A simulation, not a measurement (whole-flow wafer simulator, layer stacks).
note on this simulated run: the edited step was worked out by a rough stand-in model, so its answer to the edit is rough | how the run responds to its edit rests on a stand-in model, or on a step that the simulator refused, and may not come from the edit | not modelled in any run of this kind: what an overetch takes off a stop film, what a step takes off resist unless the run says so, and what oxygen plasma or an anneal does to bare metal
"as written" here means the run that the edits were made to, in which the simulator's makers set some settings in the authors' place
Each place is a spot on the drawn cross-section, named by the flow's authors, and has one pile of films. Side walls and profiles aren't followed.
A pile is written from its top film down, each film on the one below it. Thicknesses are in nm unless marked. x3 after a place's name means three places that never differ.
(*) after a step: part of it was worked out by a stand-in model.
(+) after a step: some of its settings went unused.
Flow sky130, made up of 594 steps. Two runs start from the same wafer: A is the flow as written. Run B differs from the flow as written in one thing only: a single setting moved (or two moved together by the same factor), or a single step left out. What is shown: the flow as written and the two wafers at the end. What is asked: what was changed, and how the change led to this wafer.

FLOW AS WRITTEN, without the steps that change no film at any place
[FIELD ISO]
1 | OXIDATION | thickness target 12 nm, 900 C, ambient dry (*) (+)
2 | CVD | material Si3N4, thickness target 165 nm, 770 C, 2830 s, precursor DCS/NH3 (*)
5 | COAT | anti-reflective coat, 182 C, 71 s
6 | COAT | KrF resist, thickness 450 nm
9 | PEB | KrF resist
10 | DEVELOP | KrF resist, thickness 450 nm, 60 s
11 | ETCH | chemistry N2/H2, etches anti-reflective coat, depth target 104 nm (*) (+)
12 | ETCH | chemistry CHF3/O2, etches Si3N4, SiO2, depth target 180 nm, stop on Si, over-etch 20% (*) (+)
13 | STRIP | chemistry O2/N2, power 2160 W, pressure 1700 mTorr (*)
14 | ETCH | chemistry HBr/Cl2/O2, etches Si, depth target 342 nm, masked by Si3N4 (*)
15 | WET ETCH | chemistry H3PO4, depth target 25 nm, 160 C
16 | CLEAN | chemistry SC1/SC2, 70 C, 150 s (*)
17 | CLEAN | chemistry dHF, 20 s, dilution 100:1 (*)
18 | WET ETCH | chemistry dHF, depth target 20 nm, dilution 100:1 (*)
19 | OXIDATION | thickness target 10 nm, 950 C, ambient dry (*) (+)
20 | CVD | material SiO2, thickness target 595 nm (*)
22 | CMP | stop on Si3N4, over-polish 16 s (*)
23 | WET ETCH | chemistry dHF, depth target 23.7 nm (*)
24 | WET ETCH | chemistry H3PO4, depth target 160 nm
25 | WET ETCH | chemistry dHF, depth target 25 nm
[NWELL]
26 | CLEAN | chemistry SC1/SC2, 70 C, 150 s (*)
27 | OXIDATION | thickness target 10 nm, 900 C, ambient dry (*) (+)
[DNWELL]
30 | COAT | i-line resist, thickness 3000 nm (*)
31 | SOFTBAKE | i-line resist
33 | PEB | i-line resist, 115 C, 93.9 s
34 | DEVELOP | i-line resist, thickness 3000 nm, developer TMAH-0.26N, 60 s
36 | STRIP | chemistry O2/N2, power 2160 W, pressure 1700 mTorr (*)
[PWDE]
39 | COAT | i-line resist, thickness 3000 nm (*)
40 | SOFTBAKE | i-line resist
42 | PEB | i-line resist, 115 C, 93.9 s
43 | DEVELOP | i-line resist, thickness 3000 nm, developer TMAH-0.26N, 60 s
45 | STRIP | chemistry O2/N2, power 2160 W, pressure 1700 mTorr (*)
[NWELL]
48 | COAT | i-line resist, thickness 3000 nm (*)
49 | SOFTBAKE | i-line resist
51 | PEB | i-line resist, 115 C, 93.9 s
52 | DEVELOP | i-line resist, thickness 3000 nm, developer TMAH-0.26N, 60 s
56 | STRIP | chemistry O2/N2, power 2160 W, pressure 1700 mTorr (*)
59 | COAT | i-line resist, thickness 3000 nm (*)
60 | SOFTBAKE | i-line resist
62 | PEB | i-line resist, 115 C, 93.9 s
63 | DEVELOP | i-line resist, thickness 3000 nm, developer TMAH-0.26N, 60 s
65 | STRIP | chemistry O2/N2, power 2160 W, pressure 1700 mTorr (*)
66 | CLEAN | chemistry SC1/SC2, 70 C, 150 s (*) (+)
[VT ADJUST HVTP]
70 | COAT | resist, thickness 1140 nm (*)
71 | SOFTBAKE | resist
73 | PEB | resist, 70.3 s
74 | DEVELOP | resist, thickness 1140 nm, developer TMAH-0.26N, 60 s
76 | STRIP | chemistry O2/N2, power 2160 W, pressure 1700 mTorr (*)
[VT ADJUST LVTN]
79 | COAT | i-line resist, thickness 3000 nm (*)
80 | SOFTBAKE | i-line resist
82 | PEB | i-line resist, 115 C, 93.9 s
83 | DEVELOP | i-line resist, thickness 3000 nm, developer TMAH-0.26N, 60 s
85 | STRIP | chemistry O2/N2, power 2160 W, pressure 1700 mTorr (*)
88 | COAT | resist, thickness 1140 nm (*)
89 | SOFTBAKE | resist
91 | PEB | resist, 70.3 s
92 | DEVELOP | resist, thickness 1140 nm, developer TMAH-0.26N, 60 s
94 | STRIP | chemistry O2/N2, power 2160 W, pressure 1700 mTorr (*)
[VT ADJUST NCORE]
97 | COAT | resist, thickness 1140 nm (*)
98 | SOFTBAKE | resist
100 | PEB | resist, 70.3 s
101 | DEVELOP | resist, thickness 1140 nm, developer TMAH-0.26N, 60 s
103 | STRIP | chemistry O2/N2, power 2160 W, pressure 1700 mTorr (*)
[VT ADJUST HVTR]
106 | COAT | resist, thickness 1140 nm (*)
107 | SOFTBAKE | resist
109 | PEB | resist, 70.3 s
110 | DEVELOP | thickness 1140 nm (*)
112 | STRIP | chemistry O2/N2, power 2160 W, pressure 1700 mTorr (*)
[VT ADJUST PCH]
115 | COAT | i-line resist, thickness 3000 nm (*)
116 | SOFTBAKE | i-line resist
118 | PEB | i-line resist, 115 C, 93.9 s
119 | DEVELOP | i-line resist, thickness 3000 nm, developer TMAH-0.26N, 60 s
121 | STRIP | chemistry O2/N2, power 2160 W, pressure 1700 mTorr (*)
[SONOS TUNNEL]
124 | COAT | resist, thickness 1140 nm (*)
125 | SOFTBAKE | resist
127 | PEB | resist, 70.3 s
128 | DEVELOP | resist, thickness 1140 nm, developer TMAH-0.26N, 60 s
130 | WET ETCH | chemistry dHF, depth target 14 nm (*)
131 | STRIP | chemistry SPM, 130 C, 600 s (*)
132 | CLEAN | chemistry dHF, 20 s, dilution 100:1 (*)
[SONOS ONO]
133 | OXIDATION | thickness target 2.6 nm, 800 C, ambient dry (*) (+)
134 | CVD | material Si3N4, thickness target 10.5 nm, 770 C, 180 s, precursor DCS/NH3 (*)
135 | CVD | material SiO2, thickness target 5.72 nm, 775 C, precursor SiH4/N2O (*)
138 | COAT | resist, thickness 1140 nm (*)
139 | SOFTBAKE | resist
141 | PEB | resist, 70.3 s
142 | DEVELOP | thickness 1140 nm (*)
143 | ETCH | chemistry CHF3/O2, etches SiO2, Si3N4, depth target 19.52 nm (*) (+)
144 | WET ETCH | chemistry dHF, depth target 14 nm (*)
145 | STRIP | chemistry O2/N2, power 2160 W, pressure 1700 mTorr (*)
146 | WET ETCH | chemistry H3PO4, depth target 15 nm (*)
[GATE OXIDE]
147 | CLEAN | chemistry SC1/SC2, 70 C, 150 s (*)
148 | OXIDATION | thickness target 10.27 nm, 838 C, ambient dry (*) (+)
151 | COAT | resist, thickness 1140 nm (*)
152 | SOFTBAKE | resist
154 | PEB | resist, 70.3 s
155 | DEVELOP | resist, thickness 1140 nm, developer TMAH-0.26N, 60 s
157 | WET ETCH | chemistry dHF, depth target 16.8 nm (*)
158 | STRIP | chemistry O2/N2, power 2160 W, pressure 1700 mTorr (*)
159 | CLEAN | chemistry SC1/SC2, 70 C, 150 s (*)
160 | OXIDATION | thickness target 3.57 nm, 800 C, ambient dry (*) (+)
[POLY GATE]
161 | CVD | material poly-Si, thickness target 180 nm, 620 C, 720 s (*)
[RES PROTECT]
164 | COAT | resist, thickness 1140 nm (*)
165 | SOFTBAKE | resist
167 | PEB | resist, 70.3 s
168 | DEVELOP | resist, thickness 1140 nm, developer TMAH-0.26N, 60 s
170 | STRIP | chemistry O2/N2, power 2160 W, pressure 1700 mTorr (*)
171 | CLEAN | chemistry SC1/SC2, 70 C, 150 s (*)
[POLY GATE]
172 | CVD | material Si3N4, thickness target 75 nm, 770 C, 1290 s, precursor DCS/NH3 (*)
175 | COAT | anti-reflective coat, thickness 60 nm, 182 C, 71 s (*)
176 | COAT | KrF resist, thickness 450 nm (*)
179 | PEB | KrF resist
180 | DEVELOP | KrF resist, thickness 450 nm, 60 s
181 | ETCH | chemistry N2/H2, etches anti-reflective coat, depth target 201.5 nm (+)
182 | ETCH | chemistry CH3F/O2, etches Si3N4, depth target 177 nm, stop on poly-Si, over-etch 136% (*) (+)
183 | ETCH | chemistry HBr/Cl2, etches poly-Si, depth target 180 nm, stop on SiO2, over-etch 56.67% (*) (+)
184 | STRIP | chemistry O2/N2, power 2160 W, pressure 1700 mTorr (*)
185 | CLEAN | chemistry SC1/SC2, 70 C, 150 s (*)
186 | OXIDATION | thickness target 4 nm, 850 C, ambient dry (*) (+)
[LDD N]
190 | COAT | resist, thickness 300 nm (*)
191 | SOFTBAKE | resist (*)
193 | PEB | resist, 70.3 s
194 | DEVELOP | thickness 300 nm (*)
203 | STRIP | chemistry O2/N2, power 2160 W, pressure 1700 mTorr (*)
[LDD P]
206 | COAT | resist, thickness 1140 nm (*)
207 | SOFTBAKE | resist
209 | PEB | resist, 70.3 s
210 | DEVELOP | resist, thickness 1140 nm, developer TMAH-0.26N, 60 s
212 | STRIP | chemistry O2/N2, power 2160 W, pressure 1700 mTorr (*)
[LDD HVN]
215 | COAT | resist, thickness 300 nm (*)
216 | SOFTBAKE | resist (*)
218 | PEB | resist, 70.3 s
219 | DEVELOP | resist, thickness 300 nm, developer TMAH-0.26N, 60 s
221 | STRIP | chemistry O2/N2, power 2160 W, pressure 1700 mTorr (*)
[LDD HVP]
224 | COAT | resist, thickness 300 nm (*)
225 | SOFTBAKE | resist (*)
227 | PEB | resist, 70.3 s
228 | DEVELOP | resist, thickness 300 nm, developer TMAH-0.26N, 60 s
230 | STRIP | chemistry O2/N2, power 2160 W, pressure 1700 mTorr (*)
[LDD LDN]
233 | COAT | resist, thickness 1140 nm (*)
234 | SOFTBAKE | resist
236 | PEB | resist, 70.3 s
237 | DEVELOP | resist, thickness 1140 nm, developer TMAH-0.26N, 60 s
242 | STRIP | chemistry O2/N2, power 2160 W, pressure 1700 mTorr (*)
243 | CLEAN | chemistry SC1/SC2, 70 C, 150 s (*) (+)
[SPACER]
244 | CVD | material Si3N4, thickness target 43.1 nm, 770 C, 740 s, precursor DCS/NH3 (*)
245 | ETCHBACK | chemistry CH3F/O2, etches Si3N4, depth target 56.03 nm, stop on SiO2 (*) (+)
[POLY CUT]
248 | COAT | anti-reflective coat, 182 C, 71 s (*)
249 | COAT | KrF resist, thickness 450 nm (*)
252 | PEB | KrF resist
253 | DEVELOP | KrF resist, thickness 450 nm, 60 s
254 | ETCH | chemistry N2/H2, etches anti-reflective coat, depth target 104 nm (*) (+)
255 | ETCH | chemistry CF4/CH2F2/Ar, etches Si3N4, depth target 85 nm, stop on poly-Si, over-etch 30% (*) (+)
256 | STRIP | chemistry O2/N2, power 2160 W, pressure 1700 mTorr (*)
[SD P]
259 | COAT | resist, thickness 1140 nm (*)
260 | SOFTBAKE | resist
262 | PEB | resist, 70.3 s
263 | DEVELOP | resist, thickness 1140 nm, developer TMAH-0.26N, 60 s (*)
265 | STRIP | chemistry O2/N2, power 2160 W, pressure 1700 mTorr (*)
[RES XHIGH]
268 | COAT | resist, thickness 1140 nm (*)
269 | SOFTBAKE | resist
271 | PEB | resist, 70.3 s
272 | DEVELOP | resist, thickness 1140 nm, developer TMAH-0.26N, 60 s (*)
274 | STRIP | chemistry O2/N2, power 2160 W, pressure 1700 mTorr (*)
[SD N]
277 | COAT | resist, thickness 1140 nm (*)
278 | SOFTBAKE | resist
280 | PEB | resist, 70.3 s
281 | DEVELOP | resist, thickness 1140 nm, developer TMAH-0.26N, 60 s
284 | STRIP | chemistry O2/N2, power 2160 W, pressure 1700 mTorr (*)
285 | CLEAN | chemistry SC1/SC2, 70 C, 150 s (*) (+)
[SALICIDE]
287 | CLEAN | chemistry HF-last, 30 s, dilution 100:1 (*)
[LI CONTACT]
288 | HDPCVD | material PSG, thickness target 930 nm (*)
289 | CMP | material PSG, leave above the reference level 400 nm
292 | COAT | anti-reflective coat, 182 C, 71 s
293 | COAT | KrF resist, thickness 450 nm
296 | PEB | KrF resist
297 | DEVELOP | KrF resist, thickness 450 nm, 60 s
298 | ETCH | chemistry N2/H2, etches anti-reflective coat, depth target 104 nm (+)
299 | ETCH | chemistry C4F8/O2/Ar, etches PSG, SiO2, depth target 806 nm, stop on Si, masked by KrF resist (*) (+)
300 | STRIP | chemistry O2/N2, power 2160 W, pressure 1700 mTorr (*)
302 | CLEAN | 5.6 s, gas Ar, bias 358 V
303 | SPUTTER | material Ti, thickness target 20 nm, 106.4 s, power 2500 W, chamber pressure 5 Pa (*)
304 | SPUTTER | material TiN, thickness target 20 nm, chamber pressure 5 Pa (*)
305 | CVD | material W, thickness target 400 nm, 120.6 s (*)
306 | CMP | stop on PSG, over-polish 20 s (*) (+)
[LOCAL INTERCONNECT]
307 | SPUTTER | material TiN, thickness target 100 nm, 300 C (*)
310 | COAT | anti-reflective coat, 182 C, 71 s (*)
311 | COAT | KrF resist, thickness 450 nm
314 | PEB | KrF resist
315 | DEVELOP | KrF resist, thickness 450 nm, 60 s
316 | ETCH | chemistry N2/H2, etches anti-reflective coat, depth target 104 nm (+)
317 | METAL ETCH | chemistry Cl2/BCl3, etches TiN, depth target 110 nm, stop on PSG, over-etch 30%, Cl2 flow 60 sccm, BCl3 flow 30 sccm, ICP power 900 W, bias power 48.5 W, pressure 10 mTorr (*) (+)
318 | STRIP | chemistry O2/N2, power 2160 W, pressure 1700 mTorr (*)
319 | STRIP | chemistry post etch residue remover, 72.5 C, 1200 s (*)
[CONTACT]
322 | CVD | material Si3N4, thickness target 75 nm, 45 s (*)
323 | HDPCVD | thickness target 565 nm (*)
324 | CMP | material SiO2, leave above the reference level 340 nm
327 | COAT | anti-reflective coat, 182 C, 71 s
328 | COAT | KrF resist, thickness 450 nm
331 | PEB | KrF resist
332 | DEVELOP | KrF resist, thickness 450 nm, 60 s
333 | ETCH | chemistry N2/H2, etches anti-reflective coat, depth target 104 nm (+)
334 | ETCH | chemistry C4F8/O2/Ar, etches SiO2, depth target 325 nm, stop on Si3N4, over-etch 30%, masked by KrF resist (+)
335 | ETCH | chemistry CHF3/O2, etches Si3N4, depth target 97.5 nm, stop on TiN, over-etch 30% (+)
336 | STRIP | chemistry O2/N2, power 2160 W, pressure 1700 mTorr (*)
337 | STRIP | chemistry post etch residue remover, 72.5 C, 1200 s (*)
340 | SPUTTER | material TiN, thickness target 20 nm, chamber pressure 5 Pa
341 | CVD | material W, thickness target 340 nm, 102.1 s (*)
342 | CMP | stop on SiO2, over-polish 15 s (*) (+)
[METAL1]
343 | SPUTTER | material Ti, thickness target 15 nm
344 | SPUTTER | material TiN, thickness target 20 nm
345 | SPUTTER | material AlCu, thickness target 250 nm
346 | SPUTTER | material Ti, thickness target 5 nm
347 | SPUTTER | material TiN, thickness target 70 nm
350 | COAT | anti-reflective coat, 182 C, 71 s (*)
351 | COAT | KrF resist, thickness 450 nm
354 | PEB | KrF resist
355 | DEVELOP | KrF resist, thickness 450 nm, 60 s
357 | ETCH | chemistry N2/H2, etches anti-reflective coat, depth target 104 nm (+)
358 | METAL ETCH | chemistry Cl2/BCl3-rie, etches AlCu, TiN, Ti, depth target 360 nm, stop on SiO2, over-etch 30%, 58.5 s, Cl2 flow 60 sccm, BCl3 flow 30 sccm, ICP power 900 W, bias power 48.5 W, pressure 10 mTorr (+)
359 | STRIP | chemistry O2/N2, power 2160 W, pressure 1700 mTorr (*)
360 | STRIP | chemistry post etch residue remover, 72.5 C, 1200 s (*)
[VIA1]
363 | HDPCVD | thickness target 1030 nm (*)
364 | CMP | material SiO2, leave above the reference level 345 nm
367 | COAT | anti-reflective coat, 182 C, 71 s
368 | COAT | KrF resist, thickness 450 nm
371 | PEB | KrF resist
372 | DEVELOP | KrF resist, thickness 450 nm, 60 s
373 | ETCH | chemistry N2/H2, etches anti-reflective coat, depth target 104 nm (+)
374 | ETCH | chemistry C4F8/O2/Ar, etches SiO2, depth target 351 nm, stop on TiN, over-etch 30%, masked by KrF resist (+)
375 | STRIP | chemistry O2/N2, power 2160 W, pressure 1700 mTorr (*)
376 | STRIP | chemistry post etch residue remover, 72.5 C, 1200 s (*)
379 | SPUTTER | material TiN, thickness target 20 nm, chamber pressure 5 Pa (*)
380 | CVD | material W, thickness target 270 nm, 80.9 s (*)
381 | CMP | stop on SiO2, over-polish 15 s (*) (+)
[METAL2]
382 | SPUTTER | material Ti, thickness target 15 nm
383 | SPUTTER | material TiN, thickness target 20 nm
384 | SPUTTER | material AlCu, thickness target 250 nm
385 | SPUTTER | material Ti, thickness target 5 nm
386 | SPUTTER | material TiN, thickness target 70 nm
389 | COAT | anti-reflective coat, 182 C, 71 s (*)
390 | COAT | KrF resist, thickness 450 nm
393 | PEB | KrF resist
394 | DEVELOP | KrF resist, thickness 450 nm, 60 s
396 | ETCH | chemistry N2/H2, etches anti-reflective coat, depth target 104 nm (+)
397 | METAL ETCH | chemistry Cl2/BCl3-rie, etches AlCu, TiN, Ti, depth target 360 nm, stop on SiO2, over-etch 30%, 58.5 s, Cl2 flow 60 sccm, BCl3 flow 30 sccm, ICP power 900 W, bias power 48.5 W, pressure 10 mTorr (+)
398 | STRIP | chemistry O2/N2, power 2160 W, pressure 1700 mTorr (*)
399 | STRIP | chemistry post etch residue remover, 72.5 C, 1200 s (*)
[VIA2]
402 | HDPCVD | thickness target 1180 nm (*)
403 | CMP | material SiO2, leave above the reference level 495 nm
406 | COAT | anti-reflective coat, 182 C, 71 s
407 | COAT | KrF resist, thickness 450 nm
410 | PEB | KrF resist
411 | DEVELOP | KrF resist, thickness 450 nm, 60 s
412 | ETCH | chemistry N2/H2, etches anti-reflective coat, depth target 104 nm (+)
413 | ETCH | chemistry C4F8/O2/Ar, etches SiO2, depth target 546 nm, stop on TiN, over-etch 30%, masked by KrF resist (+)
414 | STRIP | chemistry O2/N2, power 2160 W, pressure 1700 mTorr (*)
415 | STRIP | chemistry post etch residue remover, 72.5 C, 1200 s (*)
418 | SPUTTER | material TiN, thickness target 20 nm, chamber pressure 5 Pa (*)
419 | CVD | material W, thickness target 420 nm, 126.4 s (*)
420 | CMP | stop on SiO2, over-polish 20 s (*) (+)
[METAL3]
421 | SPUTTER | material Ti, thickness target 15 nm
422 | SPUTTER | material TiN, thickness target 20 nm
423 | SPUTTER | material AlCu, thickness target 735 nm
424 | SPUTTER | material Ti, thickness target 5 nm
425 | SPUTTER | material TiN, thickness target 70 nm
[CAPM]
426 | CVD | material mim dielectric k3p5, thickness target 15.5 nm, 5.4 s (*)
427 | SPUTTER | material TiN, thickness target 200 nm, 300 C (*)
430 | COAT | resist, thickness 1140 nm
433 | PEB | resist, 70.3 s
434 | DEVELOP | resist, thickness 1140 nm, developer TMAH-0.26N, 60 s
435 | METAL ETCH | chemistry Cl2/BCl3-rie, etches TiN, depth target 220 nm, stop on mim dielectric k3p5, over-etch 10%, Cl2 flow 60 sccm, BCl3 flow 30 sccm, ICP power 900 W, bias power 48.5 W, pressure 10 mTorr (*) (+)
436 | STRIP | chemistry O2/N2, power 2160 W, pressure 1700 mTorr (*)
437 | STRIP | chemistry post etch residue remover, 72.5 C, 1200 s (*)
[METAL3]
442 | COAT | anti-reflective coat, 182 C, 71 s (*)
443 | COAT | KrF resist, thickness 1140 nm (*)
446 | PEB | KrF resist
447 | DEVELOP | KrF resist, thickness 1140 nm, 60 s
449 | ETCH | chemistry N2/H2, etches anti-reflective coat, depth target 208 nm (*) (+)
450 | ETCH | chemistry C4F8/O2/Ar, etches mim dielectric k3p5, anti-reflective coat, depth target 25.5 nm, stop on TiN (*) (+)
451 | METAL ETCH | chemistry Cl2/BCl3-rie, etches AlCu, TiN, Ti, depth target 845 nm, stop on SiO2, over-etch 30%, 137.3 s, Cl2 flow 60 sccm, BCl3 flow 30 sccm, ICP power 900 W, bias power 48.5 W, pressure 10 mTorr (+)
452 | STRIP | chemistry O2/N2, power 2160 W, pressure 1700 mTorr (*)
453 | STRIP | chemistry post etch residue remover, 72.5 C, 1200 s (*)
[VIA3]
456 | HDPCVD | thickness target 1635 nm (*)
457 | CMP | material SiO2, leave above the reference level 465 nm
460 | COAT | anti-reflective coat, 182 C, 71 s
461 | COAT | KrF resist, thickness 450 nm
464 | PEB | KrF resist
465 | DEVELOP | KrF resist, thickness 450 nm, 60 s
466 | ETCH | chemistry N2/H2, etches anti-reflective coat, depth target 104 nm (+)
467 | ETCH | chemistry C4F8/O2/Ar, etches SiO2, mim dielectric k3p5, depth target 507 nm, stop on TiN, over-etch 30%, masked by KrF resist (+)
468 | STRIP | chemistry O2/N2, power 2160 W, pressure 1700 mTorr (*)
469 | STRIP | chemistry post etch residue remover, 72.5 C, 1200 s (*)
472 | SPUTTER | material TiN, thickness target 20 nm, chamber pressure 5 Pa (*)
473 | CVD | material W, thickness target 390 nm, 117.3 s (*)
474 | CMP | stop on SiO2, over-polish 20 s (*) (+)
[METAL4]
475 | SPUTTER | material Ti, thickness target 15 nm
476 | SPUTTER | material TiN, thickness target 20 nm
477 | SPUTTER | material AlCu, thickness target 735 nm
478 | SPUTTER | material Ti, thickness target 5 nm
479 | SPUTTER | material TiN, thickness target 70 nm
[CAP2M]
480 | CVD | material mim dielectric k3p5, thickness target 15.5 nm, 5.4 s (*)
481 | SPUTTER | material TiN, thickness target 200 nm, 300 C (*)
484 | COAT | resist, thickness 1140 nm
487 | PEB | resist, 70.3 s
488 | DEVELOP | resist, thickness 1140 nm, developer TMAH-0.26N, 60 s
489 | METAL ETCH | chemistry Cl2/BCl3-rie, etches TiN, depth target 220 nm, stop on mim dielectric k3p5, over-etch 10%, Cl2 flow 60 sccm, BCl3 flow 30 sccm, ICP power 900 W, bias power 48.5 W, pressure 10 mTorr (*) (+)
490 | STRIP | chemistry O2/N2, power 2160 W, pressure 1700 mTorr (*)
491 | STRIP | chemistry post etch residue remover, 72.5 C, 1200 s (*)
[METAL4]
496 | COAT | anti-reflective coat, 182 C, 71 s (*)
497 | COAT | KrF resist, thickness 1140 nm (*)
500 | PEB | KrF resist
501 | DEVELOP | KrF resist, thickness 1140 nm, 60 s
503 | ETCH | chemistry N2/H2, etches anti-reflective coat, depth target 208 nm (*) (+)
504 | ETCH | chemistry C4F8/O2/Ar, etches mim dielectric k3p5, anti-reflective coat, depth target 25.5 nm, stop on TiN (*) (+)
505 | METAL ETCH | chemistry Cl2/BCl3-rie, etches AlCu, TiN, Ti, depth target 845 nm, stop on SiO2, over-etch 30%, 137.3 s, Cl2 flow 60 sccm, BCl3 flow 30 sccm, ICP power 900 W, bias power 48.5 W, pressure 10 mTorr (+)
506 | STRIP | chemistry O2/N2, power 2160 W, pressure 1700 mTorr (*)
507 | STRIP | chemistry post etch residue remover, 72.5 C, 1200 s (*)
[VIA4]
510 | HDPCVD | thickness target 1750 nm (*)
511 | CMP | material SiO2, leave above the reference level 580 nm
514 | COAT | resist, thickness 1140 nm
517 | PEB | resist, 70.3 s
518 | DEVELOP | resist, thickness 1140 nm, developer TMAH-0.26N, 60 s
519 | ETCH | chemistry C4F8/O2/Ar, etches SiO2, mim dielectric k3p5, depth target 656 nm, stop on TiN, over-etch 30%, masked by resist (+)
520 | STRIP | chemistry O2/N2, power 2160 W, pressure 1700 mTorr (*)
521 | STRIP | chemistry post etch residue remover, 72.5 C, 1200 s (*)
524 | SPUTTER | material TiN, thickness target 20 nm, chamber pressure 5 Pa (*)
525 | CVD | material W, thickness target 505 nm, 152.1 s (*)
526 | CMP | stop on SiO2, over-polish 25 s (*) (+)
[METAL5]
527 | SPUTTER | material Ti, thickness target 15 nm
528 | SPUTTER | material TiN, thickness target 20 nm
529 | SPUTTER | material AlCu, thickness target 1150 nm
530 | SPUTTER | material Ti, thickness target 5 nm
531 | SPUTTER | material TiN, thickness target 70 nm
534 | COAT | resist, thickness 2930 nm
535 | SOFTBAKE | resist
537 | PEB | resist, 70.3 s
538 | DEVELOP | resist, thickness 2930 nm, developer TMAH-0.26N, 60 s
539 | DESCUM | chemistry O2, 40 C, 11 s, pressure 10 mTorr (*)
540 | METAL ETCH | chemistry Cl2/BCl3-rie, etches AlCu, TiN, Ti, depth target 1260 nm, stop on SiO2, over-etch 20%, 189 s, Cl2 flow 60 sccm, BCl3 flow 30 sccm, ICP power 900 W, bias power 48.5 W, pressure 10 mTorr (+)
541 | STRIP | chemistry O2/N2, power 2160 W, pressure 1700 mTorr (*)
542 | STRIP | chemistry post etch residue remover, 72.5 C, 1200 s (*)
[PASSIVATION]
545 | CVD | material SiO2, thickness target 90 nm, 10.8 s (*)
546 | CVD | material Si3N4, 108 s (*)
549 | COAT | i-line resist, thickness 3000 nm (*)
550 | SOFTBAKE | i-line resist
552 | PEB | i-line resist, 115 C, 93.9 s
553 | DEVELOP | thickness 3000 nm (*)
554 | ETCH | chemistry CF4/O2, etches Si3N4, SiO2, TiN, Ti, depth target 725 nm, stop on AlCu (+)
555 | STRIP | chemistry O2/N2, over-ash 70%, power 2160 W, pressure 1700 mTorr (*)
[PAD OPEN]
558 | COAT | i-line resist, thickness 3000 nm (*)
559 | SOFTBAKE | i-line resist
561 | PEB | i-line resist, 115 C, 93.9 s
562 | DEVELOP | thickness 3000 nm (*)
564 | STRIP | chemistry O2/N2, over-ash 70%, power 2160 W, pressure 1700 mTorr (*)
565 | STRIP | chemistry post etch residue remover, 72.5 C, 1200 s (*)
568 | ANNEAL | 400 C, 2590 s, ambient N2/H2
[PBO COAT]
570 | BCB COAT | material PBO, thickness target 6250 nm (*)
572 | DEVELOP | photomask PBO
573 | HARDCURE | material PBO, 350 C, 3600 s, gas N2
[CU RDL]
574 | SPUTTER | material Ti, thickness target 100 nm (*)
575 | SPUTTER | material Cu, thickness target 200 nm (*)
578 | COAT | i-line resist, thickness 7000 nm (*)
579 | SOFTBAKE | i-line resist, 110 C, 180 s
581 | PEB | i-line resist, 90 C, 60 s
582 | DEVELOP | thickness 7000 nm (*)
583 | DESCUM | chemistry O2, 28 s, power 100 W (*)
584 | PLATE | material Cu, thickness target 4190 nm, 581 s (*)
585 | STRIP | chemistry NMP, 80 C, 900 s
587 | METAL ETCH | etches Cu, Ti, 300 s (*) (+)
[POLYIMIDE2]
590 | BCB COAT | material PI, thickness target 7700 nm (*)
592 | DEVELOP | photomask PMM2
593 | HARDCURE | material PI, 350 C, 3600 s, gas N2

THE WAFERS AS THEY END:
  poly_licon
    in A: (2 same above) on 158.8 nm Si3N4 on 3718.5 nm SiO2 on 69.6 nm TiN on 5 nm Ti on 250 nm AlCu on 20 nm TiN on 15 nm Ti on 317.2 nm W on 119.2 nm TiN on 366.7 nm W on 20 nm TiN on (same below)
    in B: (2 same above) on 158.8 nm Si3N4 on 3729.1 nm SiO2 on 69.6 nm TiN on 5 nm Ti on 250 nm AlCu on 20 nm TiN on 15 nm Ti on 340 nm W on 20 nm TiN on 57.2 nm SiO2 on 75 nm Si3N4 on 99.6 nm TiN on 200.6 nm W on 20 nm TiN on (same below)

The reason: step 305, CVD: thickness target 200 nm was run, though the flow has thickness target 400 nm; step 305, CVD: 60.28 s was run, where the flow has 120.6 s.

Step by step, how the change led to this:
  305 | CVD | material W, thickness target 400 nm, 120.6 s (*)
      field, active, n_well and 185 more: A +400 W (new film) | B +200.6 W (new film)
      ndiff_licon: A +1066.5 W (new film) | B +867.2 W (new film)
      (and at 2 other places as well)
  306 | CMP | stop on PSG, over-polish 20 s (*) (+)
      poly_licon: A -33.3 W | B nothing
      field, active, n_well and 184 more: A -400 W (all of it), -20 TiN (all of it), -20 Ti (all of it), -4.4 PSG | B -200.6 W (all of it), -20 TiN (all of it), -20 Ti (all of it), -4.4 PSG
      (and at 3 other places as well)
  310 | COAT | anti-reflective coat, 182 C, 71 s (*)
      poly_licon: A +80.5 anti-reflective coat (new film) | B +246.5 anti-reflective coat (new film)
  318 | STRIP | chemistry O2/N2, power 2160 W, pressure 1700 mTorr (*)
      poly_licon: A -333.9 KrF resist (all of it), -80.5 anti-reflective coat (all of it) | B -333.9 KrF resist (all of it), -246.5 anti-reflective coat (all of it)
  324 | CMP | material SiO2, leave above the reference level 340 nm
      poly_licon: A -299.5 SiO2 | B -133.4 SiO2
  334 | ETCH | chemistry C4F8/O2/Ar, etches SiO2, depth target 325 nm, stop on Si3N4, over-etch 30%, masked by KrF resist (+)
      poly_licon: A -264.9 SiO2 (all of it) | B -325 SiO2
  335 | ETCH | chemistry CHF3/O2, etches Si3N4, depth target 97.5 nm, stop on TiN, over-etch 30% (+)
      poly_licon: A -75 Si3N4 (all of it) | B -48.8 SiO2
  340 | SPUTTER | material TiN, thickness target 20 nm, chamber pressure 5 Pa
      poly_licon: A +20 TiN | B +20 TiN (new film)
  342 | CMP | stop on SiO2, over-polish 15 s (*) (+)
      poly_licon: A -22.8 W | B nothing
  350 | COAT | anti-reflective coat, 182 C, 71 s (*)
      poly_licon: A +80.5 anti-reflective coat (new film) | B +91.1 anti-reflective coat (new film)
  359 | STRIP | chemistry O2/N2, power 2160 W, pressure 1700 mTorr (*)
      poly_licon: A -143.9 KrF resist (all of it), -80.5 anti-reflective coat (all of it) | B -143.9 KrF resist (all of it), -91.1 anti-reflective coat (all of it)
Taking metal films that touch as one body, poly_licon has 3 bodies (between them, from the top down: SiO2 57.2 / Si3N4 75; void 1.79); the flow as written gives 2 bodies (between them, from the top down: void 1.79).
